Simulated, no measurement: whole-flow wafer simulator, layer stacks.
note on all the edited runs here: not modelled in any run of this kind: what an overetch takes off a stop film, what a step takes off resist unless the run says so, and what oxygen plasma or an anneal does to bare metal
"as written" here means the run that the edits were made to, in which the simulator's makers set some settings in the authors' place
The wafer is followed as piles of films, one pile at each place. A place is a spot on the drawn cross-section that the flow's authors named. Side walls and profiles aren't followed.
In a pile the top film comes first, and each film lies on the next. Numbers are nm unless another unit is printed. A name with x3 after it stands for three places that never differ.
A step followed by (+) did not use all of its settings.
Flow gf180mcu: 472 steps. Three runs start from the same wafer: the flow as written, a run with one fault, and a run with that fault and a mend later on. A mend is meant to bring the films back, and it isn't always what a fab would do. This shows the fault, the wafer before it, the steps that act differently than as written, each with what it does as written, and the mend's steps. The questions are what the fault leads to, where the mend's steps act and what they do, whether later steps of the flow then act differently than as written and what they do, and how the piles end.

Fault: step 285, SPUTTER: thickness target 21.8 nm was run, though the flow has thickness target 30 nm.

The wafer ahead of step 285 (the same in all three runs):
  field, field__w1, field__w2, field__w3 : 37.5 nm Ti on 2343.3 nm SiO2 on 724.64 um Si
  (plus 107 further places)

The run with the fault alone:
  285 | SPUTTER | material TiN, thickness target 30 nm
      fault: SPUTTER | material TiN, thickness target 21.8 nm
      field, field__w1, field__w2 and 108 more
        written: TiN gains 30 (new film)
        fault: TiN gains 21.8 (new film)
  Steps later in the flow that act otherwise than as written:
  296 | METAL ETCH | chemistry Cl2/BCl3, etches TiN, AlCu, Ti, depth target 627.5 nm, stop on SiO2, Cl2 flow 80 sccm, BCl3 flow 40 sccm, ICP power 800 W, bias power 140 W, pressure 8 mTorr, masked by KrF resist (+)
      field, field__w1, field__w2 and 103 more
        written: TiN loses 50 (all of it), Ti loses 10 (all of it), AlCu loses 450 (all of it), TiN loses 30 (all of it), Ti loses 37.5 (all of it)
        fault: TiN loses 50 (all of it), Ti loses 10 (all of it), AlCu loses 450 (all of it), TiN loses 21.8 (all of it), Ti loses 37.5 (all of it)
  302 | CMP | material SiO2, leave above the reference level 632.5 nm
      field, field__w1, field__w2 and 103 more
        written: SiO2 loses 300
        fault: SiO2 loses 308.2
  At field__w8, contact, m1, m1__w1, m1_nw, the piles at the end differ from the flow's by more than 2% or 0.5 nm, whichever is larger.
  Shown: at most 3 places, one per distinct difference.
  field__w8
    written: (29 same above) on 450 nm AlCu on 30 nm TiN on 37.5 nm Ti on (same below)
    fault: (29 same above) on 450 nm AlCu on 21.8 nm TiN on 37.5 nm Ti on (same below)
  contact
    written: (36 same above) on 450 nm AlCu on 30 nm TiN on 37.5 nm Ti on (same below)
    fault: (36 same above) on 450 nm AlCu on 21.8 nm TiN on 37.5 nm Ti on (same below)

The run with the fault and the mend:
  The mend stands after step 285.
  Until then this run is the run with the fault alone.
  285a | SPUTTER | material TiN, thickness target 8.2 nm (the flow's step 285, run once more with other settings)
      field, field__w1, field__w2 and 108 more
        TiN gains 8.2
  Later steps of the flow that are run all act as written at every place that is followed.
  By the end, the piles equal the flow's at every place that both follow.
